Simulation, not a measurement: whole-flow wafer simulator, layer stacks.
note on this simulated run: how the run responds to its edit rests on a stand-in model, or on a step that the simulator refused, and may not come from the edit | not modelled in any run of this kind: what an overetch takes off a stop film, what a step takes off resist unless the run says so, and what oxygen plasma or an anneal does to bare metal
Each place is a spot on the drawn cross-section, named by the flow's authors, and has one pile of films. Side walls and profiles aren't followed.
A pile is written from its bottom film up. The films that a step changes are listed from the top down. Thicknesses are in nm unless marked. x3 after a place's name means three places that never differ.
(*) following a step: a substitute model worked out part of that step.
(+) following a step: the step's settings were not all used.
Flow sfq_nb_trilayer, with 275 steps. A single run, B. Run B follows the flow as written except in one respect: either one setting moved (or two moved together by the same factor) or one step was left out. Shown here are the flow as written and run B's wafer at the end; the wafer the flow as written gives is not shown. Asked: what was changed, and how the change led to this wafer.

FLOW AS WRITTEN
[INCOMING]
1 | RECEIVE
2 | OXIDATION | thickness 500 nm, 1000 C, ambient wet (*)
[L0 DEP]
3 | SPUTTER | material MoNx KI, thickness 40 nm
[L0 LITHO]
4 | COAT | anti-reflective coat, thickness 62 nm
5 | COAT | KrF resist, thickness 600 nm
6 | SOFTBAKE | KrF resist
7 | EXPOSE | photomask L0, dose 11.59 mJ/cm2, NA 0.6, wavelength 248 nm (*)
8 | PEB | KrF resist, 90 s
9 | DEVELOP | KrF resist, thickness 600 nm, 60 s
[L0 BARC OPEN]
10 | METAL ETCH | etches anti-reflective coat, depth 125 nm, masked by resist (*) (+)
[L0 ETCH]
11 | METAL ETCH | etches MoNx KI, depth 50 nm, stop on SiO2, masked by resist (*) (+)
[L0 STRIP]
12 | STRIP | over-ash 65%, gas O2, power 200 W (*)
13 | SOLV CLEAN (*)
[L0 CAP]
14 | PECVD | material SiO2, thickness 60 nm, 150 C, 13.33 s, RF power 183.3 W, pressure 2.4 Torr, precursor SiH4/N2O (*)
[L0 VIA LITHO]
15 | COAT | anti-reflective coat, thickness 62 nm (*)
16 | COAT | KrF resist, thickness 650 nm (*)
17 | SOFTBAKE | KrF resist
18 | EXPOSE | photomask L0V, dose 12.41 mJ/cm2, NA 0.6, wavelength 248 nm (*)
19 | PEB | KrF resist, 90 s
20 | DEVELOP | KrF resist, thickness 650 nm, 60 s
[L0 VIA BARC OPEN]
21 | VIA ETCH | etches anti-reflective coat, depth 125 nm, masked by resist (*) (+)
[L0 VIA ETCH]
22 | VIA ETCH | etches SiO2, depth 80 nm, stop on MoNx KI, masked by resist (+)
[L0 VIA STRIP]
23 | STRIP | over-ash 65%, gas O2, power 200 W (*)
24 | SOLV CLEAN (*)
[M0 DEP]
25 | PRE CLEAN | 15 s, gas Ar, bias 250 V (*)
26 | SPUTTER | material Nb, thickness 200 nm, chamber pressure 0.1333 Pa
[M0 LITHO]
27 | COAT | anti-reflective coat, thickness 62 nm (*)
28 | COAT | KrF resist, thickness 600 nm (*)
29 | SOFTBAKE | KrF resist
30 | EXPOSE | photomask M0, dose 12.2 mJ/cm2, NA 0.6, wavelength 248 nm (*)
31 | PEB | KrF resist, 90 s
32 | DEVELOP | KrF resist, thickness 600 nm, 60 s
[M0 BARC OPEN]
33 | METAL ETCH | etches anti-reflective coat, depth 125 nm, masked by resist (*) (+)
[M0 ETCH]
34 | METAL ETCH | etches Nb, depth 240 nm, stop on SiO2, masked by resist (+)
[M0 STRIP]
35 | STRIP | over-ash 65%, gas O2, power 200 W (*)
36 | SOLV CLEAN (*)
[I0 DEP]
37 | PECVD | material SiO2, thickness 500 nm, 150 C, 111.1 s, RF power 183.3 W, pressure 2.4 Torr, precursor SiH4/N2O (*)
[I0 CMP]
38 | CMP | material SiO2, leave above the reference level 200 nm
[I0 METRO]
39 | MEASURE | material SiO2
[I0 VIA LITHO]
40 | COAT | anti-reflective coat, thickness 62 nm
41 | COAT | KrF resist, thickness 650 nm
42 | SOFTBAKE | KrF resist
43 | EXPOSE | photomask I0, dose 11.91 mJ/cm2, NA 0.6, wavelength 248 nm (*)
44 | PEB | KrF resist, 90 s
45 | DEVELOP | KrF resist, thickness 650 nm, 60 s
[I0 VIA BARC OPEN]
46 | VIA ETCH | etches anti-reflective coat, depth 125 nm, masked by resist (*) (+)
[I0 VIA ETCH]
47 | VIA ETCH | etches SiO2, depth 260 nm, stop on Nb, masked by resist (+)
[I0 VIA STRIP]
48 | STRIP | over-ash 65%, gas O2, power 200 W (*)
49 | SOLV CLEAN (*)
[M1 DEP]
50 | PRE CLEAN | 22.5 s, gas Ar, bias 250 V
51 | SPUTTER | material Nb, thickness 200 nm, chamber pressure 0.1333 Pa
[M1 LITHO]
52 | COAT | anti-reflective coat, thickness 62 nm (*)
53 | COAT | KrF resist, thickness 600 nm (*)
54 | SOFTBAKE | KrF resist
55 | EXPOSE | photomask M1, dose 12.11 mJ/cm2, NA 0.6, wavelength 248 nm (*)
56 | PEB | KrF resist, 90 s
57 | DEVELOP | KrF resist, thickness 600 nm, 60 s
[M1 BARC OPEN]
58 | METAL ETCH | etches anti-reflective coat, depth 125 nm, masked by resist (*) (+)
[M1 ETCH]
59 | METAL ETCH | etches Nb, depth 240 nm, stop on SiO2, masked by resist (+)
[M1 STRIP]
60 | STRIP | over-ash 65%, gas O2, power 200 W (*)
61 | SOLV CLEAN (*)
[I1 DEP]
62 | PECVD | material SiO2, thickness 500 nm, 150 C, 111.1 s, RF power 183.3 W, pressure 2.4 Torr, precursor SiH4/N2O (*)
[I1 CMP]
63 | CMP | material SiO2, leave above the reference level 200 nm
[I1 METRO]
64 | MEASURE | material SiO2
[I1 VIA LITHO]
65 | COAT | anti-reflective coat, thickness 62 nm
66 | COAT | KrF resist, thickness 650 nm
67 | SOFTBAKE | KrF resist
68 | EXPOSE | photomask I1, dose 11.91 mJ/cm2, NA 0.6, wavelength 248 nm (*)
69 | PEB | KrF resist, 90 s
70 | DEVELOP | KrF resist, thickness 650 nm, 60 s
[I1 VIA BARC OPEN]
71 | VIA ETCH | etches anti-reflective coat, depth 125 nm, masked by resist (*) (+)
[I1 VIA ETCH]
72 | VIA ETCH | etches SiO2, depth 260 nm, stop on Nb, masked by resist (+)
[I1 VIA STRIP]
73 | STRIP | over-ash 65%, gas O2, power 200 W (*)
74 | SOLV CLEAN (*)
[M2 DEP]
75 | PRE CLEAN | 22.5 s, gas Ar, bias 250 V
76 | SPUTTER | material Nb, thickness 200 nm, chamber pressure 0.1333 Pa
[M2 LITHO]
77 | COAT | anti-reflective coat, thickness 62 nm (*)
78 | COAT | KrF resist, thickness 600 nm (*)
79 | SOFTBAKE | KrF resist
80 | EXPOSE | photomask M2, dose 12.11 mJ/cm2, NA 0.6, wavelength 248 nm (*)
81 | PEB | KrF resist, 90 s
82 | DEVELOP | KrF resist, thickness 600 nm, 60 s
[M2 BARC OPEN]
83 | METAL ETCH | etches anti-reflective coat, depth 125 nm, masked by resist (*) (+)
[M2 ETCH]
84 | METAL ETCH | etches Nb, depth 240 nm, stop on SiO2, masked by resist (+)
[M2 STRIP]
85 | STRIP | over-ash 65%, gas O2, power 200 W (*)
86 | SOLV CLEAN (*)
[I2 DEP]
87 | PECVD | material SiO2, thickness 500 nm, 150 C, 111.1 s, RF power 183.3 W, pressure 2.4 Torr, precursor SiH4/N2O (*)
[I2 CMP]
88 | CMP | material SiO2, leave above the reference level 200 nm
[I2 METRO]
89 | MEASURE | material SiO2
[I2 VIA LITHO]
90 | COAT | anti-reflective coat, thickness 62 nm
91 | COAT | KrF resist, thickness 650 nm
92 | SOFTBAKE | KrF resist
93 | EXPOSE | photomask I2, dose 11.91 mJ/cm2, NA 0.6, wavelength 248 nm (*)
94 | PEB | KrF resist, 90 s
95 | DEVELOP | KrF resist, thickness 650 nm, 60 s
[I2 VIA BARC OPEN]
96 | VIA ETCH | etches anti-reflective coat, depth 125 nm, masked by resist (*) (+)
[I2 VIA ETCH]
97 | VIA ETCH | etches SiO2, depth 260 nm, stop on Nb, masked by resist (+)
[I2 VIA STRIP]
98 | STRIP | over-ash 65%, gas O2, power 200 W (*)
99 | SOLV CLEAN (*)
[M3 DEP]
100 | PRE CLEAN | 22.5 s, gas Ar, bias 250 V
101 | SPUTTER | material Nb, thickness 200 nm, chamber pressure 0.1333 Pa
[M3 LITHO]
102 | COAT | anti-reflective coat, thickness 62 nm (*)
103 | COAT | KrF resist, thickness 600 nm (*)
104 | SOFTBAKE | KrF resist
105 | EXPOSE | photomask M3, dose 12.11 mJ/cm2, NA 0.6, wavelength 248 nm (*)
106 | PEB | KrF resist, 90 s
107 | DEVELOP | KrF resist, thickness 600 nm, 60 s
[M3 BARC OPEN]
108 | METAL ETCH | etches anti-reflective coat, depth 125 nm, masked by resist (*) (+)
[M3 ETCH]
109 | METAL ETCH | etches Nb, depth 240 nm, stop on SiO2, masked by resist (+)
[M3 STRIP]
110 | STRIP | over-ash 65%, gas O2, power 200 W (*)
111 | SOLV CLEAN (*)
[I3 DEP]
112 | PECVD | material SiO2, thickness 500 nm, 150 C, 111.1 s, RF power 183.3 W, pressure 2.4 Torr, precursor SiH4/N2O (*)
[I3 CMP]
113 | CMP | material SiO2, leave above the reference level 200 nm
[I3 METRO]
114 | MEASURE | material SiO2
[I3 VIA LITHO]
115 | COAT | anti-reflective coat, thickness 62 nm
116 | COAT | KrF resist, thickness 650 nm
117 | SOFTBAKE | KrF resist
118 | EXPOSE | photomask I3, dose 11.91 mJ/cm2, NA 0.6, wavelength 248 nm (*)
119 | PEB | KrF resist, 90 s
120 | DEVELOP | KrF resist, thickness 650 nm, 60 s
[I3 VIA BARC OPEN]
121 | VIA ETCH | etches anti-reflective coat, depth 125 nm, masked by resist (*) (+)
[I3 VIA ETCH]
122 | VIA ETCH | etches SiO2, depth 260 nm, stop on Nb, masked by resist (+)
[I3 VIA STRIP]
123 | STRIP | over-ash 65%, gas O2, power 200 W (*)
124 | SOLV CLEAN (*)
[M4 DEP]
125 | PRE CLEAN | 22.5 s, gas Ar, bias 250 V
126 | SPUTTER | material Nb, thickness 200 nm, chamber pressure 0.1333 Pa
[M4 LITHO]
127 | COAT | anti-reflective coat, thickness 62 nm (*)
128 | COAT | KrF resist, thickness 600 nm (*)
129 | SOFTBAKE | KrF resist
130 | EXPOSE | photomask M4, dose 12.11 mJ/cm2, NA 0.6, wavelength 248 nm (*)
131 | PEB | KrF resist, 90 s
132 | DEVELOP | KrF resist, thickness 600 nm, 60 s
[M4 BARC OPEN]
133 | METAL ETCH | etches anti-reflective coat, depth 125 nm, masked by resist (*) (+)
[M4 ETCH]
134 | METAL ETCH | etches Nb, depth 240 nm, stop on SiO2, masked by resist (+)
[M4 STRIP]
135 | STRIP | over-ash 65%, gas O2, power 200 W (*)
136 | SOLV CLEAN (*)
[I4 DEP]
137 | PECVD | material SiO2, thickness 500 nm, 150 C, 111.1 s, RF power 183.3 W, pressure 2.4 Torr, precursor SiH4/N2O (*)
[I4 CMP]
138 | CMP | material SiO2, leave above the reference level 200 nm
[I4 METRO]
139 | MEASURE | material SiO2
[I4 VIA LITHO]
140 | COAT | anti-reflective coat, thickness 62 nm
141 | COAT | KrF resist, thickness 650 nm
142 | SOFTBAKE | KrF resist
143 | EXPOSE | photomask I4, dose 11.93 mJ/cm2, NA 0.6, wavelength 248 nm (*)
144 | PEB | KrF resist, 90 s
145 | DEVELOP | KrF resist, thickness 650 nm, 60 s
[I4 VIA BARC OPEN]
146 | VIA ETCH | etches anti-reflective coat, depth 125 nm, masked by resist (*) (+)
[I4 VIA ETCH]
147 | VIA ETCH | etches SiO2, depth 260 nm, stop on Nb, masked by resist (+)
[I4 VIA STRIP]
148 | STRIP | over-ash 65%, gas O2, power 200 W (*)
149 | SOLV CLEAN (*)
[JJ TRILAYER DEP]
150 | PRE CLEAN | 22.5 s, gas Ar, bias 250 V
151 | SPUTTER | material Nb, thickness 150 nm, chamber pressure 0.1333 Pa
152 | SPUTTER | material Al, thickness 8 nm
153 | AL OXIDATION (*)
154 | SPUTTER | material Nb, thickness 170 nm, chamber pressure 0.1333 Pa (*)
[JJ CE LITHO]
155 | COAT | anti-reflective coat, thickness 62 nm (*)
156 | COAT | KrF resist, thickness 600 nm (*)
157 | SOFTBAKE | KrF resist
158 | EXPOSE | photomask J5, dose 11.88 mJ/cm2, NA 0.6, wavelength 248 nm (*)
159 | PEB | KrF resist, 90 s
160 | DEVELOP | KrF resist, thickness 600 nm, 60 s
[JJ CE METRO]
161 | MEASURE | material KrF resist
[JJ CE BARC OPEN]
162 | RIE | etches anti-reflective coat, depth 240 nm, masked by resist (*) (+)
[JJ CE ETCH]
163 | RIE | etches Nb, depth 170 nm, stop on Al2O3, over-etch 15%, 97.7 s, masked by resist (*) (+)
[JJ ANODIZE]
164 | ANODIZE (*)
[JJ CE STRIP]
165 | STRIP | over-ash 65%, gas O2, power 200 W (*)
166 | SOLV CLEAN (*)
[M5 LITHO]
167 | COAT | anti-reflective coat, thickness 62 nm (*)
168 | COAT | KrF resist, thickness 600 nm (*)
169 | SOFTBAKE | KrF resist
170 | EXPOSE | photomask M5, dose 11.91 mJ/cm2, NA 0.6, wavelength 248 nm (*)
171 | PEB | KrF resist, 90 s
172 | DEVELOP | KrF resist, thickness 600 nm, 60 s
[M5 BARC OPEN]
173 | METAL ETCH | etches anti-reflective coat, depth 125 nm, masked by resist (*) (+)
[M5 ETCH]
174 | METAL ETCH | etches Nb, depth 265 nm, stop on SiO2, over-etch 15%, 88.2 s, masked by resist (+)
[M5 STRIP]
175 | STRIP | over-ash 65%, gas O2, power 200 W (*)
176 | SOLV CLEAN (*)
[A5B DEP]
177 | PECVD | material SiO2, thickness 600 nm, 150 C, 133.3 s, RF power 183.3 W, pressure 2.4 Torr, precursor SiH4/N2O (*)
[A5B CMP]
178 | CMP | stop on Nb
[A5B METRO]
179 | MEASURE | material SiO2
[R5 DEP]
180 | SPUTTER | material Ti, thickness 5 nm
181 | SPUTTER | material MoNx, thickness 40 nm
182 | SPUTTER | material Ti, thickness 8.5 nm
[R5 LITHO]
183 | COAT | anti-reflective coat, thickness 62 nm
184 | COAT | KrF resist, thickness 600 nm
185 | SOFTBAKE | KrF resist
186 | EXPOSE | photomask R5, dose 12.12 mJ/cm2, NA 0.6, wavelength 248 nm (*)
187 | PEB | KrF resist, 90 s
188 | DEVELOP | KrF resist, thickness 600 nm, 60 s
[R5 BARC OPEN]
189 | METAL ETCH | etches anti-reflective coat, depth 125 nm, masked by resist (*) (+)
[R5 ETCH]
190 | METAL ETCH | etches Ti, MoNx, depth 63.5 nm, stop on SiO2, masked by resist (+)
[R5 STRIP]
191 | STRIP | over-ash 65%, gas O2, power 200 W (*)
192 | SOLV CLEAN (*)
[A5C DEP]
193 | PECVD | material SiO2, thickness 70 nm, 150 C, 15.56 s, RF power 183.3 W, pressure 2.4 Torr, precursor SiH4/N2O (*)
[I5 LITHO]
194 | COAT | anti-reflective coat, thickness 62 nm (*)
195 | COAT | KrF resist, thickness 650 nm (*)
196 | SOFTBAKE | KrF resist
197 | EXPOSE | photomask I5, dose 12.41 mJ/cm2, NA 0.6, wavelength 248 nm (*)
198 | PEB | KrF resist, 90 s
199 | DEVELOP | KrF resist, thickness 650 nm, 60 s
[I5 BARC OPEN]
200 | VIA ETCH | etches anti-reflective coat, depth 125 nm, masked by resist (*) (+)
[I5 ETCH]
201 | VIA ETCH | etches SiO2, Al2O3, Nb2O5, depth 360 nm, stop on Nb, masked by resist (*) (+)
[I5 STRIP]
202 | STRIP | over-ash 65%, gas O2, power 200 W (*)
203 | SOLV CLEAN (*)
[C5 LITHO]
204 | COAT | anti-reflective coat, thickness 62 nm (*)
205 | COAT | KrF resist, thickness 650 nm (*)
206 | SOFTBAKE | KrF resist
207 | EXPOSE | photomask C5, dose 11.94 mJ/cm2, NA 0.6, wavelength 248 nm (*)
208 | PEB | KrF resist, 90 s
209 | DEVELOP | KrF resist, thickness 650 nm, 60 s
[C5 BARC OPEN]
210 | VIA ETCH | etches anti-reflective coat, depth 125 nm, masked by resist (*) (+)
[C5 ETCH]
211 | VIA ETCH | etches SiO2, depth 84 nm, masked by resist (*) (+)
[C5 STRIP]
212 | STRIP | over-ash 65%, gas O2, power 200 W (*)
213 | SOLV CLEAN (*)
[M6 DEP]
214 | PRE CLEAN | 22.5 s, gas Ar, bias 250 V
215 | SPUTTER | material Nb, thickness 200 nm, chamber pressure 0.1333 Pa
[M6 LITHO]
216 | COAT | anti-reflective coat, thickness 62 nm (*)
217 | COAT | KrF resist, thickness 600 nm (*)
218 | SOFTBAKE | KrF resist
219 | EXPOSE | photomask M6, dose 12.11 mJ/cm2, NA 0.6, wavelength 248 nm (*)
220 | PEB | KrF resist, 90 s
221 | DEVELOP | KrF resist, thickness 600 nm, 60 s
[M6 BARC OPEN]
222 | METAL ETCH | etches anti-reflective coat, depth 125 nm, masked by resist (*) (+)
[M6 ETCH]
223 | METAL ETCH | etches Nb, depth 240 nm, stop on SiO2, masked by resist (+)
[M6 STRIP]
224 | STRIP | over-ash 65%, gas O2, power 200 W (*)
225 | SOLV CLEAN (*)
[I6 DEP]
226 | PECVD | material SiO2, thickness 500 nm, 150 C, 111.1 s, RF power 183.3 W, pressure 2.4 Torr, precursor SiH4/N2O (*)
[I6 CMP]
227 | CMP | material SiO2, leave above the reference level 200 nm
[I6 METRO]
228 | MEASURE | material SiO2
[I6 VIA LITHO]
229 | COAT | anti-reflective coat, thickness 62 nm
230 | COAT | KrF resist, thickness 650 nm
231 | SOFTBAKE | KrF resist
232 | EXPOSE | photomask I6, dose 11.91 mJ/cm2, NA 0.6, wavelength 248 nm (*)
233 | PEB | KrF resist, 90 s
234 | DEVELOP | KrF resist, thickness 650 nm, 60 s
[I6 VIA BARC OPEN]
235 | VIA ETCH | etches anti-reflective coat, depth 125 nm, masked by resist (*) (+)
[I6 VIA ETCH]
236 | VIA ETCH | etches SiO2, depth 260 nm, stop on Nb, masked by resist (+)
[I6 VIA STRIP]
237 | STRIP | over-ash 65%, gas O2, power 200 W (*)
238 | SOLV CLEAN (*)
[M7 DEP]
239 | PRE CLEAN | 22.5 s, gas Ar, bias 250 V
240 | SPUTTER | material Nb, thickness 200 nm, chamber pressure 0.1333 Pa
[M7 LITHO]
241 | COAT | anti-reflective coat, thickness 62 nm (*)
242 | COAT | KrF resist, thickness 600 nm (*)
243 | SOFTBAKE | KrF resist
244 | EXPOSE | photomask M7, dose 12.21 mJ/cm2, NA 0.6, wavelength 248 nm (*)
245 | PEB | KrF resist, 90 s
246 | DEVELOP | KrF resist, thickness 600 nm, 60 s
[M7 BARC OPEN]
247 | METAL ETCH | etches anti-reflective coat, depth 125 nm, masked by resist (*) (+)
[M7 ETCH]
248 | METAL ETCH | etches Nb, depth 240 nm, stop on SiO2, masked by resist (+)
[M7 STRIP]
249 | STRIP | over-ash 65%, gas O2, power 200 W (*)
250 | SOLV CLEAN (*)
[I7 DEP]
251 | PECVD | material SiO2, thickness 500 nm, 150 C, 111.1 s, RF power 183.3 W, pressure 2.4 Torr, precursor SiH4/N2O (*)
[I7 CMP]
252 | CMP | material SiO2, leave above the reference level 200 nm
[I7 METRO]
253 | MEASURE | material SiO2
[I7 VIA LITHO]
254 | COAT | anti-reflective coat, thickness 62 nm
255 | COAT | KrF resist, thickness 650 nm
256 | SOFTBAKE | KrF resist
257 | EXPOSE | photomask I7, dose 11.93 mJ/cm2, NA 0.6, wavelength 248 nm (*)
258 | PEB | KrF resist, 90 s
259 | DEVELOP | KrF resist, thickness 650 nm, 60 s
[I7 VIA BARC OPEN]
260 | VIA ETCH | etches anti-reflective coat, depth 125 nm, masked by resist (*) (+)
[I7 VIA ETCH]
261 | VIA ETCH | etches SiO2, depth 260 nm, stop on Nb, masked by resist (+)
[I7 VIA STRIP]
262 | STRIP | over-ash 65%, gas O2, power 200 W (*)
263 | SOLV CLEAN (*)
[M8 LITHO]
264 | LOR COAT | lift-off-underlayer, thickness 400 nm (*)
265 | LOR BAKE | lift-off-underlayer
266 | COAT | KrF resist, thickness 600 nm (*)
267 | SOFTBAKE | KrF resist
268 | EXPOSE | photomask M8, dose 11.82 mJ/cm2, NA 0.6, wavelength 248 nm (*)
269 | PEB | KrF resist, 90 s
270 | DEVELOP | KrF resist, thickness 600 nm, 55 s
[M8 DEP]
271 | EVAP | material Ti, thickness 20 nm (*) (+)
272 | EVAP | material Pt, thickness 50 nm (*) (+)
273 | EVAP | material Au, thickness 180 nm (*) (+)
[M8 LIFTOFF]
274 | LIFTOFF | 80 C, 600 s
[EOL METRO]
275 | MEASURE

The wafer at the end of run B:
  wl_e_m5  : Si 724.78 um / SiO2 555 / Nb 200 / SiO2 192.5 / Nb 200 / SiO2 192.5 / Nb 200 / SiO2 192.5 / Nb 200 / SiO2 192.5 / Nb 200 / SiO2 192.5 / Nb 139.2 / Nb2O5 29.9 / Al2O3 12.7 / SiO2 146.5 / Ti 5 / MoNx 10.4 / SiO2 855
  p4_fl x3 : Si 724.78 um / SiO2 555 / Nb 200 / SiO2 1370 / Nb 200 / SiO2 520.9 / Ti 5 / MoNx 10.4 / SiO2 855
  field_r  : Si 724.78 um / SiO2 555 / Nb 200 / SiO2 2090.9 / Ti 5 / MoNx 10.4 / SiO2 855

The reason: step 190, METAL ETCH: depth 38.1 nm was run, while the flow as written has depth 63.5 nm.

Step by step, how the change led to this:
  190 | METAL ETCH | etches Ti, MoNx, depth 63.5 nm, stop on SiO2, masked by resist (+)
      field_l, v_sur, via_wl and 92 more: -8.5 Ti (all of it), -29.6 MoNx (in the flow as written it would be: -8.5 Ti (all of it), -40 MoNx (all of it), -5 Ti (all of it))
      ce_l, c5j, ce_r, wl_jj: -8.5 Ti (all of it), -29.6 MoNx (in the flow as written it would be: -8.5 Ti (all of it), -40 MoNx (all of it), -5 Ti (all of it), -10 Nb)
      (also at 7 further places)
  193 | PECVD | material SiO2, thickness 70 nm, 150 C, 15.56 s, RF power 183.3 W, pressure 2.4 Torr, precursor SiH4/N2O (*)
      field_l, v_sur, via_wl and 92 more: +70 SiO2 (new film) (in the flow as written it would be: +70 SiO2)
  194 | COAT | anti-reflective coat, thickness 62 nm (*)
      wl_j_sl, wl_j_sr: +62 anti-reflective coat (new film) (in the flow as written it would be: +60.2 anti-reflective coat (new film))
      r5r_spacepad_l, r5r_spacepad_r: +77.8 anti-reflective coat (new film) (in the flow as written it would be: +84.4 anti-reflective coat (new film))
      (also at 13 further places)
  201 | VIA ETCH | etches SiO2, Al2O3, Nb2O5, depth 360 nm, stop on Nb, masked by resist (*) (+)
      be: -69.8 SiO2 (all of it), -10.4 MoNx (all of it), -5 Ti (all of it), -146.5 SiO2 (all of it), -12.7 Al2O3 (all of it), -29.9 Nb2O5 (all of it) (in the flow as written it would be: -216.4 SiO2 (all of it), -12.7 Al2O3 (all of it), -29.9 Nb2O5 (all of it))
  202 | STRIP | over-ash 65%, gas O2, power 200 W (*)
      wl_j_sl, wl_j_sr: -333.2 KrF resist (all of it), -62 anti-reflective coat (all of it) (in the flow as written it would be: -333.3 KrF resist (all of it), -60.2 anti-reflective coat (all of it))
      r5r_spacepad_l, r5r_spacepad_r: -335 KrF resist (all of it), -77.8 anti-reflective coat (all of it) (in the flow as written it would be: -335.6 KrF resist (all of it), -84.4 anti-reflective coat (all of it))
      (also at 13 further places)
  204 | COAT | anti-reflective coat, thickness 62 nm (*)
      wl_j_sl, wl_j_sr: +62 anti-reflective coat (new film) (in the flow as written it would be: +60.2 anti-reflective coat (new film))
      r5r_spacepad_l, r5r_spacepad_r: +77.8 anti-reflective coat (new film) (in the flow as written it would be: +84.4 anti-reflective coat (new film))
      (also at 14 further places)
  210 | VIA ETCH | etches anti-reflective coat, depth 125 nm, masked by resist (*) (+)
      field_l, v_sur, via_wl and 101 more: -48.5 KrF resist (in the flow as written it would be: -47.4 KrF resist)
      c5j: -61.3 anti-reflective coat (all of it), -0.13 SiO2 (in the flow as written it would be: -63.9 anti-reflective coat (all of it), -0.11 SiO2)
      (also at 1 further place)
  211 | VIA ETCH | etches SiO2, depth 84 nm, masked by resist (*) (+)
      c5j: -69.9 SiO2 (all of it) (in the flow as written it would be: -69.9 SiO2 (all of it), -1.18 Nb)
  212 | STRIP | over-ash 65%, gas O2, power 200 W (*)
      wl_j_sl, wl_j_sr: -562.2 KrF resist (all of it), -62 anti-reflective coat (all of it) (in the flow as written it would be: -563.4 KrF resist (all of it), -60.2 anti-reflective coat (all of it))
      r5r_spacepad_l, r5r_spacepad_r: -563.9 KrF resist (all of it), -77.8 anti-reflective coat (all of it) (in the flow as written it would be: -565.8 KrF resist (all of it), -84.4 anti-reflective coat (all of it))
      (also at 12 further places)
  214 | PRE CLEAN | 22.5 s, gas Ar, bias 250 V
      c5j: -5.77 MoNx (in the flow as written it would be: -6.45 Nb)
  215 | SPUTTER | material Nb, thickness 200 nm, chamber pressure 0.1333 Pa
      c5j: +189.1 Nb (new film) (in the flow as written it would be: +188.4 Nb)
      be: +143.9 Nb (in the flow as written it would be: +147.3 Nb)
  216 | COAT | anti-reflective coat, thickness 62 nm (*)
      wl_j_sl, wl_j_sr: +62 anti-reflective coat (new film) (in the flow as written it would be: +60.2 anti-reflective coat (new film))
      r5r_spacepad_l, r5r_spacepad_r: +78.4 anti-reflective coat (new film) (in the flow as written it would be: +85.7 anti-reflective coat (new film))
      (also at 12 further places)
  222 | METAL ETCH | etches anti-reflective coat, depth 125 nm, masked by resist (*) (+)
      r5r_spacepad_l, r5r_spacepad_r: -78.4 anti-reflective coat (all of it) (in the flow as written it would be: -85.7 anti-reflective coat (all of it))
      r5r_line_c, r5r_line_r: -52.6 anti-reflective coat (all of it) (in the flow as written it would be: -50 anti-reflective coat (all of it))
      (also at 3 further places)
  224 | STRIP | over-ash 65%, gas O2, power 200 W (*)
      wl_j_sl, wl_j_sr: -382.4 KrF resist (all of it), -62 anti-reflective coat (all of it) (in the flow as written it would be: -382.5 KrF resist (all of it), -60.2 anti-reflective coat (all of it))
      be: -589.1 KrF resist (all of it), -139.2 anti-reflective coat (all of it) (in the flow as written it would be: -575.8 KrF resist (all of it), -136.7 anti-reflective coat (all of it))
      (also at 7 further places)
  226 | PECVD | material SiO2, thickness 500 nm, 150 C, 111.1 s, RF power 183.3 W, pressure 2.4 Torr, precursor SiH4/N2O (*)
      r5r_spacepad_l, r5r_spacepad_r: +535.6 SiO2 (in the flow as written it would be: +553.5 SiO2)
      be: +712.3 SiO2 (new film) (in the flow as written it would be: +693.5 SiO2 (new film))
  227 | CMP | material SiO2, leave above the reference level 200 nm
      ce_l, ce_r, wl_jj: -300 SiO2 (in the flow as written it would be: -290 SiO2)
      be_r, r_sur, r_end: -338.1 SiO2 (in the flow as written it would be: -353.5 SiO2)
      (also at 7 further places)
If metal films that touch count as one body, wl_e_m5 has 7 bodies (between them, from the top down: SiO2 146.5 / Al2O3 12.7 / Nb2O5 29.9; SiO2 192.5; SiO2 192.5; SiO2 192.5; SiO2 192.5; SiO2 192.5); the flow as written gives 6 bodies (between them, from the top down: SiO2 192.5; SiO2 192.5; SiO2 192.5; SiO2 192.5; SiO2 192.5).
If metal films that touch count as one body, p4_fl x3 has 3 bodies (between them, from the top down: SiO2 520.9; SiO2 1370); the flow as written gives 2 bodies (between them, from the top down: SiO2 1370).
If metal films that touch count as one body, field_r has 2 bodies (between them, from the top down: SiO2 2090.9); the flow as written gives 1 body.
